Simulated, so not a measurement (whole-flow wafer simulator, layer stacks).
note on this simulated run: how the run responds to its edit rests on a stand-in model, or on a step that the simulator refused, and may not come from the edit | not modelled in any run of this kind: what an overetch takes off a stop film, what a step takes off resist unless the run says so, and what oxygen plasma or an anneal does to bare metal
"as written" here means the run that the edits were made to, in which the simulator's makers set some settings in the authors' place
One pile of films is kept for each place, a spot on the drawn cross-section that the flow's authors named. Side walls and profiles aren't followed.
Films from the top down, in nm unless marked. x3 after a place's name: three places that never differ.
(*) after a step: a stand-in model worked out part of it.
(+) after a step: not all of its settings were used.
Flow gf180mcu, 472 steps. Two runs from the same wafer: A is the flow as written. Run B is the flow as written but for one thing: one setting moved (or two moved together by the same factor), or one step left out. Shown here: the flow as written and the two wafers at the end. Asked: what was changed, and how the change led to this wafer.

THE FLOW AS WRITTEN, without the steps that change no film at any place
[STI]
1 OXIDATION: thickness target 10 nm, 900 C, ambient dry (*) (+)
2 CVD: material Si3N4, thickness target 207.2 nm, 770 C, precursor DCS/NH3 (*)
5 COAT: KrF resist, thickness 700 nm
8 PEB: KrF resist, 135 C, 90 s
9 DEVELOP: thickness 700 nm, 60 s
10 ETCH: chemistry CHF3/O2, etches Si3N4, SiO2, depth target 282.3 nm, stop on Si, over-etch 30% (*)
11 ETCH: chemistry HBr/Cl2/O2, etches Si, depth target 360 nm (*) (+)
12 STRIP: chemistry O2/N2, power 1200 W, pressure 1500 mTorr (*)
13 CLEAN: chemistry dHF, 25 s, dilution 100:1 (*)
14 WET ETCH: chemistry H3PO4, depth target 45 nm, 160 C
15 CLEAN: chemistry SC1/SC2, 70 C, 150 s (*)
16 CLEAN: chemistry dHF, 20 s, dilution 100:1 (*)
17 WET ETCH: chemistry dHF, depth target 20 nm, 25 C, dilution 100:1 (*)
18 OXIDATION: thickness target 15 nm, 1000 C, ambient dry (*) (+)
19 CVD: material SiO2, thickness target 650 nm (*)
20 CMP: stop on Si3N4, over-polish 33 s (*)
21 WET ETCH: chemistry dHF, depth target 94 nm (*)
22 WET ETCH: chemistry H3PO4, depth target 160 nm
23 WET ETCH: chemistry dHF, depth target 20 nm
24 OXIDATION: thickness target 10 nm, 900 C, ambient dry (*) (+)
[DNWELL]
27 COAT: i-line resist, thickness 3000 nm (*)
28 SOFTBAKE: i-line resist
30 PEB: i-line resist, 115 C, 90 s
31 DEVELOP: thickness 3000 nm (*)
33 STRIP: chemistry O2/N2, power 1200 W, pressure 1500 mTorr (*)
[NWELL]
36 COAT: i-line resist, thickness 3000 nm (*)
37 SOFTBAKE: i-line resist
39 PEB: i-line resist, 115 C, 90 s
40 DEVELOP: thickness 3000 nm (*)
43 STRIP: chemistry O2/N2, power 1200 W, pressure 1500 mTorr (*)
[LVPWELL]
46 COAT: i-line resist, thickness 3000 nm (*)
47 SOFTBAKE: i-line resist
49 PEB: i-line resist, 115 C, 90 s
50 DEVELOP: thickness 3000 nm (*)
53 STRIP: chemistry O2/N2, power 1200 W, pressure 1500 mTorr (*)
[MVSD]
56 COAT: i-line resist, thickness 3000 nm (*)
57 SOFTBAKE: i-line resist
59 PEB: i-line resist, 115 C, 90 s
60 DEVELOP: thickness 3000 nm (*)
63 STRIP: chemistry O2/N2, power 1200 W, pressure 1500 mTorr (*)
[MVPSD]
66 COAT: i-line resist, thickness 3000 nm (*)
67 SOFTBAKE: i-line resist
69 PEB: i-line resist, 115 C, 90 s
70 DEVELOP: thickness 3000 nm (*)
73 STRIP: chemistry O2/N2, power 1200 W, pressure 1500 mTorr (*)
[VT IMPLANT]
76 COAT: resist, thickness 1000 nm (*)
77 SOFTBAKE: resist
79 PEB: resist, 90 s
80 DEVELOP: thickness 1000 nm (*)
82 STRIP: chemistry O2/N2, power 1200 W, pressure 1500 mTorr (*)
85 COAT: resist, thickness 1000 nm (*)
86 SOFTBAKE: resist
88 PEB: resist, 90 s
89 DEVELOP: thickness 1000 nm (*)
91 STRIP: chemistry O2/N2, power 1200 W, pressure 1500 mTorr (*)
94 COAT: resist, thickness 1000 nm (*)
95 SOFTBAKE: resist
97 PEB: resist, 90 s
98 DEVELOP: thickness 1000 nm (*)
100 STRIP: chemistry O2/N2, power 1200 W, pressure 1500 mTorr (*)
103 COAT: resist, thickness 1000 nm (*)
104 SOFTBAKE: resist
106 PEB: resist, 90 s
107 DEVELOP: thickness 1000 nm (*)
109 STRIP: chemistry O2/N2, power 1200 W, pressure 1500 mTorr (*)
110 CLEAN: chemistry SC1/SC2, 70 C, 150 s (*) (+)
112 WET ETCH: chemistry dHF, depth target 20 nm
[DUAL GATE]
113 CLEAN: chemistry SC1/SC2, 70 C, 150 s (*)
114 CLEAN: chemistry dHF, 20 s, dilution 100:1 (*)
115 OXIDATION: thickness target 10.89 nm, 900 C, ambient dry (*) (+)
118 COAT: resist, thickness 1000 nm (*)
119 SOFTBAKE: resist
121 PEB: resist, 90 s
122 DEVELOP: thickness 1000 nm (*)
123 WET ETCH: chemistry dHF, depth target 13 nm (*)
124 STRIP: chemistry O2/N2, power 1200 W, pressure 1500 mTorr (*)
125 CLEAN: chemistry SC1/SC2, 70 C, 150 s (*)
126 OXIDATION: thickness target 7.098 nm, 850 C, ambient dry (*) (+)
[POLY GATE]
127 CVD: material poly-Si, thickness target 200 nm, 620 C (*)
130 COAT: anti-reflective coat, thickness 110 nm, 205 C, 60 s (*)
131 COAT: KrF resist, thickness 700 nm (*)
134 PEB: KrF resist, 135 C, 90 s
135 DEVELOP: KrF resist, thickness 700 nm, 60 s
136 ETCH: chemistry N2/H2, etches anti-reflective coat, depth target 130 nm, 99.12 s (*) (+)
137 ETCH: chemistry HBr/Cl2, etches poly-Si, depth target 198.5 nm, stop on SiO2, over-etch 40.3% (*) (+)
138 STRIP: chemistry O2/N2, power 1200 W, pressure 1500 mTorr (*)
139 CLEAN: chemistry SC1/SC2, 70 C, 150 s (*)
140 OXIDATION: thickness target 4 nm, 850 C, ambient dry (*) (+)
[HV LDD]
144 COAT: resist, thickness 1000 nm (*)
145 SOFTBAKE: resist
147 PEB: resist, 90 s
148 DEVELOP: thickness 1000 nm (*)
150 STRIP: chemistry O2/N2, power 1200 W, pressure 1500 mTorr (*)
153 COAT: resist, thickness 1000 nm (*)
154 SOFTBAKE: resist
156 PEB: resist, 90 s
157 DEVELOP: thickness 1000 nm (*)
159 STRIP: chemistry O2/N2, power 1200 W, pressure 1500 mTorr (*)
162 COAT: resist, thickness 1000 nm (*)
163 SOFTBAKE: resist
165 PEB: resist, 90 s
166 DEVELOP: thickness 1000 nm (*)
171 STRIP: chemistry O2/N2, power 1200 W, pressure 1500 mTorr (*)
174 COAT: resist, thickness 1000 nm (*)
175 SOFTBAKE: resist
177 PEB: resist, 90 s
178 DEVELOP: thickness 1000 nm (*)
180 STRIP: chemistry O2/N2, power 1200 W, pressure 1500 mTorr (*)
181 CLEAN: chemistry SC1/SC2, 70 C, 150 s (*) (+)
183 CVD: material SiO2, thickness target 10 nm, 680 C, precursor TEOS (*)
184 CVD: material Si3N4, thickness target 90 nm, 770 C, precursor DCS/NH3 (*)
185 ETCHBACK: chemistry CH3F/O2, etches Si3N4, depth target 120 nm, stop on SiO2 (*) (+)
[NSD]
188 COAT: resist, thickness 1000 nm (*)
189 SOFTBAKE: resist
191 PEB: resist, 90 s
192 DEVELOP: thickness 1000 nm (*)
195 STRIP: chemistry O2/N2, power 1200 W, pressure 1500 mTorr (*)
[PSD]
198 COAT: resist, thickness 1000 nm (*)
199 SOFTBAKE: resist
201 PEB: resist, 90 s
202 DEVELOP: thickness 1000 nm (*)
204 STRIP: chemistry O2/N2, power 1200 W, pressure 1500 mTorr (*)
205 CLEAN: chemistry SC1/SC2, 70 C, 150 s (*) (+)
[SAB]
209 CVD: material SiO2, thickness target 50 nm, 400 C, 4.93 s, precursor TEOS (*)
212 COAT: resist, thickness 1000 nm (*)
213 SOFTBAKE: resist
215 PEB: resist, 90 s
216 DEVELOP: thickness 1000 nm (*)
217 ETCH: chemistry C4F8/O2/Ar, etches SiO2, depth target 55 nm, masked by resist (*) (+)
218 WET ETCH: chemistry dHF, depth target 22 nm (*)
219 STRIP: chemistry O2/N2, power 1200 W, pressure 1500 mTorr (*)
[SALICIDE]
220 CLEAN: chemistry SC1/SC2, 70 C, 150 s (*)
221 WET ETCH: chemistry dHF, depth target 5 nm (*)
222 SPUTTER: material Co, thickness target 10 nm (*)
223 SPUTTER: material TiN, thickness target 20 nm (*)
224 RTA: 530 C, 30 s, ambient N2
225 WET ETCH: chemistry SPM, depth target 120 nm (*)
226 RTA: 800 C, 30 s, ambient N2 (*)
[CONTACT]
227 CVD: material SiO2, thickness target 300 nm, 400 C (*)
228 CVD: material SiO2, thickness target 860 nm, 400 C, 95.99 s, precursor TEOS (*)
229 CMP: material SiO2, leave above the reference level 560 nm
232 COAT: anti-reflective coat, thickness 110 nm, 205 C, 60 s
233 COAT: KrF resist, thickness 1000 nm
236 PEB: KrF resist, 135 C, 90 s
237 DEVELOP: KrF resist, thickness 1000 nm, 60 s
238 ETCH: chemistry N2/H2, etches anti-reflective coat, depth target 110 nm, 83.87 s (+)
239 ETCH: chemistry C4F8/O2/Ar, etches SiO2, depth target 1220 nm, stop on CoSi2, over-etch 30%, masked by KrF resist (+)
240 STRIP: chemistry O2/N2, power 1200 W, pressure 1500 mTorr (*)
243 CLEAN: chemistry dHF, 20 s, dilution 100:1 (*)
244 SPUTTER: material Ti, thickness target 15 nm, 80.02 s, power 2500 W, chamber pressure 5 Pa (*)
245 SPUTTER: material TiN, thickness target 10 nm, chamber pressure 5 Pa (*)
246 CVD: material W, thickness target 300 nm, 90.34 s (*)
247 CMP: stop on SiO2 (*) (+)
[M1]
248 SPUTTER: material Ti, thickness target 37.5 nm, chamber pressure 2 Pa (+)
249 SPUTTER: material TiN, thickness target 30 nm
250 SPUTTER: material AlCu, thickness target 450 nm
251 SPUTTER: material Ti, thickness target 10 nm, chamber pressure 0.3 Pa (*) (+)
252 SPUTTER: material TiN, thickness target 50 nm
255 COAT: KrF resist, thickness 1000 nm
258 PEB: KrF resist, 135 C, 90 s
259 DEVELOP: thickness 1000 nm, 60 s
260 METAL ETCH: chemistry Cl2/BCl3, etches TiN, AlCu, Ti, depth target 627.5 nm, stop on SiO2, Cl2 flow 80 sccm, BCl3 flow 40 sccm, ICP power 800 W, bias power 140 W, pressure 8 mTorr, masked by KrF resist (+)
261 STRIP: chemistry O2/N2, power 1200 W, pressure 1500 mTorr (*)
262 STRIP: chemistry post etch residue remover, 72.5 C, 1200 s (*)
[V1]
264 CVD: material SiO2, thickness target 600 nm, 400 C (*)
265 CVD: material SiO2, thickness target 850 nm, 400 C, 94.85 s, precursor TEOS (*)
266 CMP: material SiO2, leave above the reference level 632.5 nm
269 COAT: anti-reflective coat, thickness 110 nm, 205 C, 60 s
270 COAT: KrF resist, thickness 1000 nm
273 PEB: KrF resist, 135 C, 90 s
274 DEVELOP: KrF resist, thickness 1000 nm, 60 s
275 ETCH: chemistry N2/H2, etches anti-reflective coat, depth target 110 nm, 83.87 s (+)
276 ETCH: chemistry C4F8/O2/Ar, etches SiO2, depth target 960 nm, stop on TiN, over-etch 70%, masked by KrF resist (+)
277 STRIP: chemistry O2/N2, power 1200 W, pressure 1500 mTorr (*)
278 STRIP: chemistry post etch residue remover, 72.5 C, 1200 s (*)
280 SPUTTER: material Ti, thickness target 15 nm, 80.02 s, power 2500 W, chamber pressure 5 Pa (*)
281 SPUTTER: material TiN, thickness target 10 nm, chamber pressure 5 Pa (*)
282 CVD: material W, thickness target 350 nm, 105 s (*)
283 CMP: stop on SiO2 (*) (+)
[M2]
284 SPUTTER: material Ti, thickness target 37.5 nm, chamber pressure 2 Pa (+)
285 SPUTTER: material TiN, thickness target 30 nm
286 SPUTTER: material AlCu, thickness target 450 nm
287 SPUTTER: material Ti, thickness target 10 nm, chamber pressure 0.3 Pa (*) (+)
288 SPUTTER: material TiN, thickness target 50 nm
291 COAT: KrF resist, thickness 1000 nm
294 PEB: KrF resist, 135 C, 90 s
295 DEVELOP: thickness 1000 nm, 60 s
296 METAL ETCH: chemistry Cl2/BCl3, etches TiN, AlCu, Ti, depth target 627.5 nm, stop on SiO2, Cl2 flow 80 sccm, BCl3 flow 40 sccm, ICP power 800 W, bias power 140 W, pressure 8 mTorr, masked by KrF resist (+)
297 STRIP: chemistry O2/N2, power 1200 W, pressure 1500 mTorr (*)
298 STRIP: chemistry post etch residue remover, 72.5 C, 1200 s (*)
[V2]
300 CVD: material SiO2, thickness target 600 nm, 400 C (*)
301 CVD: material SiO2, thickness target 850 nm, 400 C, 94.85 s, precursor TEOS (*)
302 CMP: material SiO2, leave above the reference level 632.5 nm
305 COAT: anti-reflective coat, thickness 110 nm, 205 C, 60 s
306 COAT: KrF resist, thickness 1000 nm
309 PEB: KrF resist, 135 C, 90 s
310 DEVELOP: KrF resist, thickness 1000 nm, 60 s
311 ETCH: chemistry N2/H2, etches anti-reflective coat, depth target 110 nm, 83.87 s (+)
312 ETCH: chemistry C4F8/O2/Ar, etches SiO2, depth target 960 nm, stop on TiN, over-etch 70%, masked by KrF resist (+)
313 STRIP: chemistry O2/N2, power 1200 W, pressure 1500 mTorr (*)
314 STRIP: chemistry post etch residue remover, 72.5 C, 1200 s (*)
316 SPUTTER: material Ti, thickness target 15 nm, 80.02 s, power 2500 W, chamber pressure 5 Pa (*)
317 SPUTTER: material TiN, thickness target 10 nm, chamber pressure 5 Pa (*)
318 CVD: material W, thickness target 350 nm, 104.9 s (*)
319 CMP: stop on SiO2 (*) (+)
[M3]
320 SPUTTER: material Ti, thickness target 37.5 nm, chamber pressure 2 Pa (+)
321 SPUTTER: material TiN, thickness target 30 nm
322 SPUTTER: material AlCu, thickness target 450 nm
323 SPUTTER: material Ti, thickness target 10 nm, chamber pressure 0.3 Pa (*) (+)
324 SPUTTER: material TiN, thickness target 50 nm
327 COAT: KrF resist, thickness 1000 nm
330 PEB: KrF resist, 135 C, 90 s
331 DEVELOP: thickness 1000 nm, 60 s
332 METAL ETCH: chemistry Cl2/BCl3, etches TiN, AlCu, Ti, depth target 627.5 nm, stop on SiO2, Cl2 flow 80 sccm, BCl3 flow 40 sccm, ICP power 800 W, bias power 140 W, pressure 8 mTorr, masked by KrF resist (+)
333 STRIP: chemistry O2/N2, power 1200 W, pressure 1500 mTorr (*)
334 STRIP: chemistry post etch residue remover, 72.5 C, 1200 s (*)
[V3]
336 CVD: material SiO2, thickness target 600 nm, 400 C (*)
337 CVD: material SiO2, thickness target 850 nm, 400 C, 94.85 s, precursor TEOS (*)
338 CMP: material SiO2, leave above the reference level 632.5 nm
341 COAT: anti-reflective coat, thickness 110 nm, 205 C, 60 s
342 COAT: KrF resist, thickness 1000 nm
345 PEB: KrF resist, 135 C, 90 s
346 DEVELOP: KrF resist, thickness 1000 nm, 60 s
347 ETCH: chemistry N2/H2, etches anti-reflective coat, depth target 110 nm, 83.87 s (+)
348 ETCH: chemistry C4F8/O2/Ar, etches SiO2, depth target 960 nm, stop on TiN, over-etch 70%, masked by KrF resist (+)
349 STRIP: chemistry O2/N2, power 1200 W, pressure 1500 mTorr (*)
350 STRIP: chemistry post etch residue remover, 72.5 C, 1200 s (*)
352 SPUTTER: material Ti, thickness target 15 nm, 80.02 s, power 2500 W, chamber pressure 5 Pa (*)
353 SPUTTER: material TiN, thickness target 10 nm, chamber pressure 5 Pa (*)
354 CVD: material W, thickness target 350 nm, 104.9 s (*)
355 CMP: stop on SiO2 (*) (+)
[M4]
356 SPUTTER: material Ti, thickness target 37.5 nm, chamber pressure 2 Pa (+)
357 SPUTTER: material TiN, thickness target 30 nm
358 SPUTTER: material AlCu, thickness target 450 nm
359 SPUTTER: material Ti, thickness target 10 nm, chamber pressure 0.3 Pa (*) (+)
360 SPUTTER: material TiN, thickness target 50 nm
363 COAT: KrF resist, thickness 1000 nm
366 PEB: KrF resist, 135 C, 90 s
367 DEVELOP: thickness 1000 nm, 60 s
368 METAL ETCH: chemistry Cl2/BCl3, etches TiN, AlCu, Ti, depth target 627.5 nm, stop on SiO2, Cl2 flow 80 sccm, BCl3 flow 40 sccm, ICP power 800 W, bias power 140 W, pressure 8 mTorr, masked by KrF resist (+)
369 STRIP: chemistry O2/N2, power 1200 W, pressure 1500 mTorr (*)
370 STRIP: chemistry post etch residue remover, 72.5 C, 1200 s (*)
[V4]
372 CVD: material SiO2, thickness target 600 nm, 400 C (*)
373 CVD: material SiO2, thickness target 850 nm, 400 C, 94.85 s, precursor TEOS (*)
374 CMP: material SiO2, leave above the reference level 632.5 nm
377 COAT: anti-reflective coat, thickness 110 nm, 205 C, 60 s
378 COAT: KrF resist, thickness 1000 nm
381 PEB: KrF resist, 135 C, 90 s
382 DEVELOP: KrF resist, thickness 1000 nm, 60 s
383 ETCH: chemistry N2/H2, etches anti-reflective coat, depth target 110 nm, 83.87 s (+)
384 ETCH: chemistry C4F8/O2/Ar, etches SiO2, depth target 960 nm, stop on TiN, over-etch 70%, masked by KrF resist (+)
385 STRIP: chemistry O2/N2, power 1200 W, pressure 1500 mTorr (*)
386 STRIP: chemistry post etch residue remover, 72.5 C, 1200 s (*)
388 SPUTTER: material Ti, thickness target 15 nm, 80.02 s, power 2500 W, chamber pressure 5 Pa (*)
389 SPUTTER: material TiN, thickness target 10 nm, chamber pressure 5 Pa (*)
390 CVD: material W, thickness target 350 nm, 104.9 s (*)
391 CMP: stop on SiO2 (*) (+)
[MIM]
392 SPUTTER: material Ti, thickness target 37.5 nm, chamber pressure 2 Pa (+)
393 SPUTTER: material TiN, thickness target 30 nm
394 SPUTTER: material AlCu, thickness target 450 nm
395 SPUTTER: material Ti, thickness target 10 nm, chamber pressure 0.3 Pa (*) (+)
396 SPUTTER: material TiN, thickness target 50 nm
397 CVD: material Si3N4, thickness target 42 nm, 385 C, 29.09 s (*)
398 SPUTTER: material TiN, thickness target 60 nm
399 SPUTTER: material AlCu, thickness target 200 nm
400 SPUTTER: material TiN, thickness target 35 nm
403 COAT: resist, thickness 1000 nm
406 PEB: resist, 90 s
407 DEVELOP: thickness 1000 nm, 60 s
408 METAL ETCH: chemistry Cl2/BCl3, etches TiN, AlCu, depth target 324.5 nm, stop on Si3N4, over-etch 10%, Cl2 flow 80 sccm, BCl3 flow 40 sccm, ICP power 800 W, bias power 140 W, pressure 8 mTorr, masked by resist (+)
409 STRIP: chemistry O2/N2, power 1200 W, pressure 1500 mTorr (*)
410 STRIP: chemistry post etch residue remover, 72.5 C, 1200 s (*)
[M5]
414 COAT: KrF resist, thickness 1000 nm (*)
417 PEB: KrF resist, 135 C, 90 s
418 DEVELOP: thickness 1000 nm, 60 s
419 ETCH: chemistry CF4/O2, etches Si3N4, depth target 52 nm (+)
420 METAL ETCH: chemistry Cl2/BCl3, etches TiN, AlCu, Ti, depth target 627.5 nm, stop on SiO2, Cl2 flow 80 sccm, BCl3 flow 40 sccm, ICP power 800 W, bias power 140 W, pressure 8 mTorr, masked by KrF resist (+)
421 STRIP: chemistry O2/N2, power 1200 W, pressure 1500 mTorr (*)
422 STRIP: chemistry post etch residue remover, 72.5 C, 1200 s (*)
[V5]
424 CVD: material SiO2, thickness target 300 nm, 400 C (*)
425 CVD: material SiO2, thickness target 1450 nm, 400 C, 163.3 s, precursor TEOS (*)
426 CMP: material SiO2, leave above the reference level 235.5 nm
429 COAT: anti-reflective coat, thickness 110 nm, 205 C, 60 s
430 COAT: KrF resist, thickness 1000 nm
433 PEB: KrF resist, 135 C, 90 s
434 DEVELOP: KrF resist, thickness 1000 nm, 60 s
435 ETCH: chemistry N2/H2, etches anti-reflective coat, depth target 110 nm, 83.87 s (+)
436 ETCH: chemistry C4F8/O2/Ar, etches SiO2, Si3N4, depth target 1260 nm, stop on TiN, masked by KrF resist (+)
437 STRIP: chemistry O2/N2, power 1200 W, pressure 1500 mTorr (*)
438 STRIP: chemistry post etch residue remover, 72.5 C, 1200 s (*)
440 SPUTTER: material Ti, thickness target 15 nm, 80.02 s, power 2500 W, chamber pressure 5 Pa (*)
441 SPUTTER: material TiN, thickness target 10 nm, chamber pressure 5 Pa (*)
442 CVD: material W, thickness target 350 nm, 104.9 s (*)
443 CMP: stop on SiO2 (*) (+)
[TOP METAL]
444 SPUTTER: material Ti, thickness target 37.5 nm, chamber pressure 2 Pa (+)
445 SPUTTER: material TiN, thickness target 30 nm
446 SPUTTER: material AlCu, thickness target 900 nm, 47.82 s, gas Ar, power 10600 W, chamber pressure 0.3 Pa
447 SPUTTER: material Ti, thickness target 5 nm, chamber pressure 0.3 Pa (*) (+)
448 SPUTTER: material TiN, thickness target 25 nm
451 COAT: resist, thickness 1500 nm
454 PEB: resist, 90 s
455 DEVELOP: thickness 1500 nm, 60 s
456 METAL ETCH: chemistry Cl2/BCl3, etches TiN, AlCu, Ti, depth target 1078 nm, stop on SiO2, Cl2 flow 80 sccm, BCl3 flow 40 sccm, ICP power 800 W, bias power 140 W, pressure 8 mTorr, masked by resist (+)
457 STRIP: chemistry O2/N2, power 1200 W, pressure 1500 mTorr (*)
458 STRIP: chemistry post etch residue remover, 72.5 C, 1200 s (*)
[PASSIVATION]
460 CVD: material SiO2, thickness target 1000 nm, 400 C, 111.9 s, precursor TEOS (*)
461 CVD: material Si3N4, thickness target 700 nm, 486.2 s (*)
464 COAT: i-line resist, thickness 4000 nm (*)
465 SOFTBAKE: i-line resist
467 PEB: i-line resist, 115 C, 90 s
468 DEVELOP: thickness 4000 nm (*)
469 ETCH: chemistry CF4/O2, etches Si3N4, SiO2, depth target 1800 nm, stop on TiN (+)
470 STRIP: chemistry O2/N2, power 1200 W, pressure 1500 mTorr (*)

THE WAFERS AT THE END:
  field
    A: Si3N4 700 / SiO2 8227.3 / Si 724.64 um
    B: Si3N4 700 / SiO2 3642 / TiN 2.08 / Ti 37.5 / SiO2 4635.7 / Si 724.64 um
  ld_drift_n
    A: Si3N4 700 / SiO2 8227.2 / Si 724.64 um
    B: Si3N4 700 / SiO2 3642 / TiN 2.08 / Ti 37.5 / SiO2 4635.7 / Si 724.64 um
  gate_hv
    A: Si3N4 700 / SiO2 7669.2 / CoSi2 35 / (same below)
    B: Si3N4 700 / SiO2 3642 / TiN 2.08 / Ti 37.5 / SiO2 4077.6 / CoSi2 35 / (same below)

The cause: step 358, SPUTTER: thickness target 540 nm was run, where the flow has thickness target 450 nm.

How the change led to this, step by step:
  358 SPUTTER: material AlCu, thickness target 450 nm
      field, field__w1, field__w2 and 108 more: A AlCu +450 (new film) | B AlCu +540 (new film)
  368 METAL ETCH: chemistry Cl2/BCl3, etches TiN, AlCu, Ti, depth target 627.5 nm, stop on SiO2, Cl2 flow 80 sccm, BCl3 flow 40 sccm, ICP power 800 W, bias power 140 W, pressure 8 mTorr, masked by KrF resist (+)
      field, field__w1, field__w2 and 103 more: A TiN -50 (all of it), Ti -10 (all of it), AlCu -450 (all of it), TiN -30 (all of it), Ti -37.5 (all of it) | B TiN -50 (all of it), Ti -10 (all of it), AlCu -540 (all of it), TiN -27.5
  372 CVD: material SiO2, thickness target 600 nm, 400 C (*)
      field, field__w1, field__w2 and 103 more: A SiO2 +600 | B SiO2 +600 (new film)
  374 CMP: material SiO2, leave above the reference level 632.5 nm
      field, field__w1, field__w2 and 103 more: A SiO2 -300 | B SiO2 -249.6
Counting metal films that touch as one body, field has 1 body; the flow as written gives 0 bodies.
Counting metal films that touch as one body, ld_drift_n has 1 body; the flow as written gives 0 bodies.
Counting metal films that touch as one body, gate_hv has 2 bodies (between them, from the top down: SiO2 4077.6); the flow as written gives 1 body.
